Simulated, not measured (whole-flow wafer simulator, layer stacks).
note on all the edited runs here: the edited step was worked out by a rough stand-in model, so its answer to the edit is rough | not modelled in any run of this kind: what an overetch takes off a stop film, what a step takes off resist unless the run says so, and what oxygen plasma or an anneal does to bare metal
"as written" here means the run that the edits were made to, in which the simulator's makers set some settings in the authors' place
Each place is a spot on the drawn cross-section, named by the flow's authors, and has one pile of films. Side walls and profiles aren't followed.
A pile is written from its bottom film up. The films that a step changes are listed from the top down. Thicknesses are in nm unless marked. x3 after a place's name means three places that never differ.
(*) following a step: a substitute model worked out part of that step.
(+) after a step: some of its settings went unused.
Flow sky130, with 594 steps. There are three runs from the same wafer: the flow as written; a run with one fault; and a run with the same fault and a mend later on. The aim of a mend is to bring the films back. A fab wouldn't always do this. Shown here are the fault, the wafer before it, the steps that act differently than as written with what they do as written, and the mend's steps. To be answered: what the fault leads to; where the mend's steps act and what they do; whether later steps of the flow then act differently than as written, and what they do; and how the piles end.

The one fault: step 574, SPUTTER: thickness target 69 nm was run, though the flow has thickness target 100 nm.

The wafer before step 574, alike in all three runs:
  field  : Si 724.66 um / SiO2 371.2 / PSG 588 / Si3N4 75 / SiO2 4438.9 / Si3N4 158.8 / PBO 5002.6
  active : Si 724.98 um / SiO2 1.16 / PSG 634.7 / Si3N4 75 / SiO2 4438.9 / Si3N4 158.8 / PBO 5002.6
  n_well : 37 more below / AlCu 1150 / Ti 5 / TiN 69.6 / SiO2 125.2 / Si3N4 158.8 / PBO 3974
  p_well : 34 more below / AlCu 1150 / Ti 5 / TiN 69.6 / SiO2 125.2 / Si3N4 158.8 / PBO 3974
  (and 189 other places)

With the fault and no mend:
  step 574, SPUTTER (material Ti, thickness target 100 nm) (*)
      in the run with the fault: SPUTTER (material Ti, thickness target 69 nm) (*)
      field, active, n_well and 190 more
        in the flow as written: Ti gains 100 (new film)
        in the run with the fault: Ti gains 69 (new film)
  Later steps of the flow acting differently than as written (not shown: 7 more steps that differ only slightly, by at most 2% or 0.5 nm, whichever is larger):
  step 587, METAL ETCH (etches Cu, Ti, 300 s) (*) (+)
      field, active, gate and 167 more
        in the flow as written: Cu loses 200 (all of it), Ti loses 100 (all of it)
        in the run with the fault: Cu loses 200 (all of it), Ti loses 69 (all of it)
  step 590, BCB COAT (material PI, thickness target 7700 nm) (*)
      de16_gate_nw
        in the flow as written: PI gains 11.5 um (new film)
        in the run with the fault: PI gains 11.47 um (new film)
  The piles end different from the flow's at n_well, p_well, sd_n and 20 more by more than 2% or 0.5 nm, whichever is larger.
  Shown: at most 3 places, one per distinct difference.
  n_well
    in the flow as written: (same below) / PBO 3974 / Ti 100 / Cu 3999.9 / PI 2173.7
    in the run with the fault: (same below) / PBO 3974 / Ti 69 / Cu 3999.9 / PI 2193.8
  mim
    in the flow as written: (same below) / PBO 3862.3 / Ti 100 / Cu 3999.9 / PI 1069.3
    in the run with the fault: (same below) / PBO 3862.3 / Ti 69 / Cu 3999.9 / PI 1098.3
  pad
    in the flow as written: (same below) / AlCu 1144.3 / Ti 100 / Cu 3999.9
    in the run with the fault: (same below) / AlCu 1144.3 / Ti 69 / Cu 3999.9

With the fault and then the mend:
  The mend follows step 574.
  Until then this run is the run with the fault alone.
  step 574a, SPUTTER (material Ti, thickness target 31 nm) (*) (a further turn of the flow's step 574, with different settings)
      field, active, n_well and 190 more
        Ti gains 31
  None of the later steps of the flow acts differently than as written at any place that is followed.
  By the end, the piles equal the flow's at every place that both follow.
